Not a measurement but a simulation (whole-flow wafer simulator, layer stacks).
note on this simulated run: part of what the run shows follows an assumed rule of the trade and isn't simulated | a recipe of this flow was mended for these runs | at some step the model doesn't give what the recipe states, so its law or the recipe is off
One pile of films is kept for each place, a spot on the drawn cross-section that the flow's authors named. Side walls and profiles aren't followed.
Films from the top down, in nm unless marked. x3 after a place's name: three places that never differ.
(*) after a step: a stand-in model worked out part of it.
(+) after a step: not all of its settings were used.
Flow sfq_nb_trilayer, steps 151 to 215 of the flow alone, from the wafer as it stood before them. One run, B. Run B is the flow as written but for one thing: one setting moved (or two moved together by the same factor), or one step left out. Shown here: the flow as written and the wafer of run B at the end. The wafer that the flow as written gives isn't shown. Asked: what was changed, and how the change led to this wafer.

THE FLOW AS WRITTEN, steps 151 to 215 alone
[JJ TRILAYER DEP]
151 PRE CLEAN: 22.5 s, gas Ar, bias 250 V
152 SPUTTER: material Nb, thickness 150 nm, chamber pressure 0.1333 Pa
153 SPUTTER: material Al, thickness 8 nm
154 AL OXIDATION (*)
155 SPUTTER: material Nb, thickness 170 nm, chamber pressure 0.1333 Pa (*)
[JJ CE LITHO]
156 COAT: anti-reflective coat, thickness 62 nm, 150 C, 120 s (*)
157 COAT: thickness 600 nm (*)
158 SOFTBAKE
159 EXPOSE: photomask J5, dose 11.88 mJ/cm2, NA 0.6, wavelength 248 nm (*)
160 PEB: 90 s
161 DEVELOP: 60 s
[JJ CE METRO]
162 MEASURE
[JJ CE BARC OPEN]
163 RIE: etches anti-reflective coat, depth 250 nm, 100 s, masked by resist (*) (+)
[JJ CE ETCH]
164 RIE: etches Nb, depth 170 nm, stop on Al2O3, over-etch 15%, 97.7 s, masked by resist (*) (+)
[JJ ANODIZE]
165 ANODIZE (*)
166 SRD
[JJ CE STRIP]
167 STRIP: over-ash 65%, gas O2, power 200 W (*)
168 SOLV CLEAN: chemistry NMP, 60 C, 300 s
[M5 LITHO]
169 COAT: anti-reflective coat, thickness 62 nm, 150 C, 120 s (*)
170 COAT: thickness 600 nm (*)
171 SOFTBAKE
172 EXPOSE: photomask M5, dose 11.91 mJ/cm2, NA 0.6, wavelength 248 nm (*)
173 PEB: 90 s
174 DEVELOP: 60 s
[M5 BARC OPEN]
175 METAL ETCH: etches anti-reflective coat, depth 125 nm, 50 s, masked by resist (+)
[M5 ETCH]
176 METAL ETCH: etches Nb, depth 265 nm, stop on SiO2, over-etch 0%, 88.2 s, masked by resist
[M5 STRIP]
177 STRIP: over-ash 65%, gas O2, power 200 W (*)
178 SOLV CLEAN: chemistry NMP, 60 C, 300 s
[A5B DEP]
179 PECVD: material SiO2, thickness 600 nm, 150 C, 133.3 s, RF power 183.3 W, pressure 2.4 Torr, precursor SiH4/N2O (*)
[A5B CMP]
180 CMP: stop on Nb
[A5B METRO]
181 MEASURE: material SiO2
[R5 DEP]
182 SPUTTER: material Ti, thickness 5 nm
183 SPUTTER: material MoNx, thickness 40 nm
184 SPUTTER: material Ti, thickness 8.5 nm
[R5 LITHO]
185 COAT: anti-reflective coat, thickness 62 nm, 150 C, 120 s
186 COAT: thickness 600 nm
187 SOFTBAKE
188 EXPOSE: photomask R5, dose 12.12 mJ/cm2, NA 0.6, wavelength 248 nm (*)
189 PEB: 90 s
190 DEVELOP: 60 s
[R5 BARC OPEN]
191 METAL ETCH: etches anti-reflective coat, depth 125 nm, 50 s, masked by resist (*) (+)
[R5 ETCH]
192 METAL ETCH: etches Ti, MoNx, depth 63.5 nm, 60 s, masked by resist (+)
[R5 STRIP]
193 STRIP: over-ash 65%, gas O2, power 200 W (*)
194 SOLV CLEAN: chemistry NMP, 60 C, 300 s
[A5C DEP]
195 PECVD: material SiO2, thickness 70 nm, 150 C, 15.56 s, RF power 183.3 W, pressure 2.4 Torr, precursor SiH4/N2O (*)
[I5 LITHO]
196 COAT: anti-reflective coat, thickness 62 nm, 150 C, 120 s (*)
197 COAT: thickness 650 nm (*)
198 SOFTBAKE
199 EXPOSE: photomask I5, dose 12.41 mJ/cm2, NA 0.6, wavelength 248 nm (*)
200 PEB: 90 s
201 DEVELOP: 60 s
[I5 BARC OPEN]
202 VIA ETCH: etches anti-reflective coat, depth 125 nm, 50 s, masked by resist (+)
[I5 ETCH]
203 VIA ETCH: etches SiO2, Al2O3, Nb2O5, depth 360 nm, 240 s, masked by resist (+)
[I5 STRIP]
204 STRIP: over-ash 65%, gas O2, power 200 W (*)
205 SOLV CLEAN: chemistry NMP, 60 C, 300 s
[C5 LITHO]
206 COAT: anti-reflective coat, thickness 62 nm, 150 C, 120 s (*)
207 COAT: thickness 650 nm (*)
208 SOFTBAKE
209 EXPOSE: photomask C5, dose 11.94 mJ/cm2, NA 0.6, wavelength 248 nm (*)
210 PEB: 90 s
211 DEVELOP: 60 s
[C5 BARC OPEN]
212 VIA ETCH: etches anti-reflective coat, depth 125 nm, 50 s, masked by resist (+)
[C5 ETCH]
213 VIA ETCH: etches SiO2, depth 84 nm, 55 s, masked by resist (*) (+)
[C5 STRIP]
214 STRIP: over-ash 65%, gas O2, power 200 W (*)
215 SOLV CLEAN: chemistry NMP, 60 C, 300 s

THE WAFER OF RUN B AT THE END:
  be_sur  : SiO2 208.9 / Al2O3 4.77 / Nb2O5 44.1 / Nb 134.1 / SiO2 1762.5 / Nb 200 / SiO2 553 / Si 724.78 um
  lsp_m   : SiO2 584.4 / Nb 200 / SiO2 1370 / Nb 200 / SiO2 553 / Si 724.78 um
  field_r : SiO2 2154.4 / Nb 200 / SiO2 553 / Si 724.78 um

The cause: step 153, SPUTTER: thickness 3.2 nm was run, where the flow has thickness 8 nm.

How the change led to this, step by step:
  153 SPUTTER: material Al, thickness 8 nm
      field_l, v_sur, via_sp and 100 more: Al +3.2 (new film) (as written it would be: Al +8 (new film))
      via_wl, via_wr: Al +2.05 (new film) (as written it would be: Al +5.13 (new film))
      (and at 1 more place)
  156 COAT: anti-reflective coat, thickness 62 nm, 150 C, 120 s (*)
      via_wl, via_wr: anti-reflective coat +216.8 (new film) (as written it would be: anti-reflective coat +224.3 (new film))
      via_w: anti-reflective coat +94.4 (new film) (as written it would be: anti-reflective coat +97.3 (new film))
  163 RIE: etches anti-reflective coat, depth 250 nm, 100 s, masked by resist (*) (+)
      via_wl, via_wr: anti-reflective coat -216.8 (all of it) (as written it would be: anti-reflective coat -224.3 (all of it))
      via_w: anti-reflective coat -94.4 (all of it) (as written it would be: anti-reflective coat -97.3 (all of it))
  165 ANODIZE (*)
      field_l, v_sur, via_sp and 96 more: Al2O3 +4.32, Nb2O5 +44.1 (new film), Al -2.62 (all of it), Nb -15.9 (as written it would be: Al2O3 +12.2, Nb2O5 +29.9 (new film), Al -7.42 (all of it), Nb -10.8)
      via_wl, via_wr: Al2O3 +2.43 (new film), Nb2O5 +48.3 (new film), Al -1.47 (all of it), Nb -17.4 (as written it would be: Al2O3 +7.51 (new film), Nb2O5 +39.2 (new film), Al -4.55 (all of it), Nb -14.1)
      (and at 1 more place)
  169 COAT: anti-reflective coat, thickness 62 nm, 150 C, 120 s (*)
      gap: anti-reflective coat +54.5 (new film) (as written it would be: anti-reflective coat +53.1 (new film))
      ce_l: anti-reflective coat +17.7 (new film) (as written it would be: anti-reflective coat +17.1 (new film))
      (and at 2 more places)
  176 METAL ETCH: etches Nb, depth 265 nm, stop on SiO2, over-etch 0%, 88.2 s, masked by resist
      field_l, res, field_r and 43 more: Al2O3 -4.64 (all of it), Nb2O5 -44.1 (all of it), Nb -134.1 (all of it), SiO2 -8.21 (as written it would be: Al2O3 -12.6 (all of it), Nb2O5 -29.9 (all of it), Nb -139.2 (all of it), SiO2 -8.33)
      r_end, moat, wl_b_sl, wl_g_sl: Al2O3 -4.65 (all of it), Nb2O5 -44.1 (all of it), Nb -134.1 (all of it), SiO2 -8.21 (as written it would be: Al2O3 -12.6 (all of it), Nb2O5 -29.9 (all of it), Nb -139.2 (all of it), SiO2 -8.33)
      (and at 3 more places)
  177 STRIP: over-ash 65%, gas O2, power 200 W (*)
      gap: KrF-resist-other-grade -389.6 (all of it), anti-reflective coat -54.5 (all of it) (as written it would be: KrF-resist-other-grade -391.2 (all of it), anti-reflective coat -53.1 (all of it))
      ce_l: KrF-resist-other-grade -311.2 (all of it), anti-reflective coat -17.7 (all of it) (as written it would be: KrF-resist-other-grade -307.2 (all of it), anti-reflective coat -17.1 (all of it))
      (and at 2 more places)
  180 CMP: stop on Nb
      via_wl, via_wr: SiO2 -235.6 (as written it would be: SiO2 -230)
      via_w: SiO2 -235.4 (as written it would be: SiO2 -229.6)
  203 VIA ETCH: etches SiO2, Al2O3, Nb2O5, depth 360 nm, 240 s, masked by resist (+)
      be: SiO2 -208.6 (all of it), Al2O3 -4.77 (all of it), Nb2O5 -44.1 (all of it), Nb -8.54 (as written it would be: SiO2 -214.5 (all of it), Al2O3 -12.7 (all of it), Nb2O5 -29.9 (all of it), Nb -8.57)
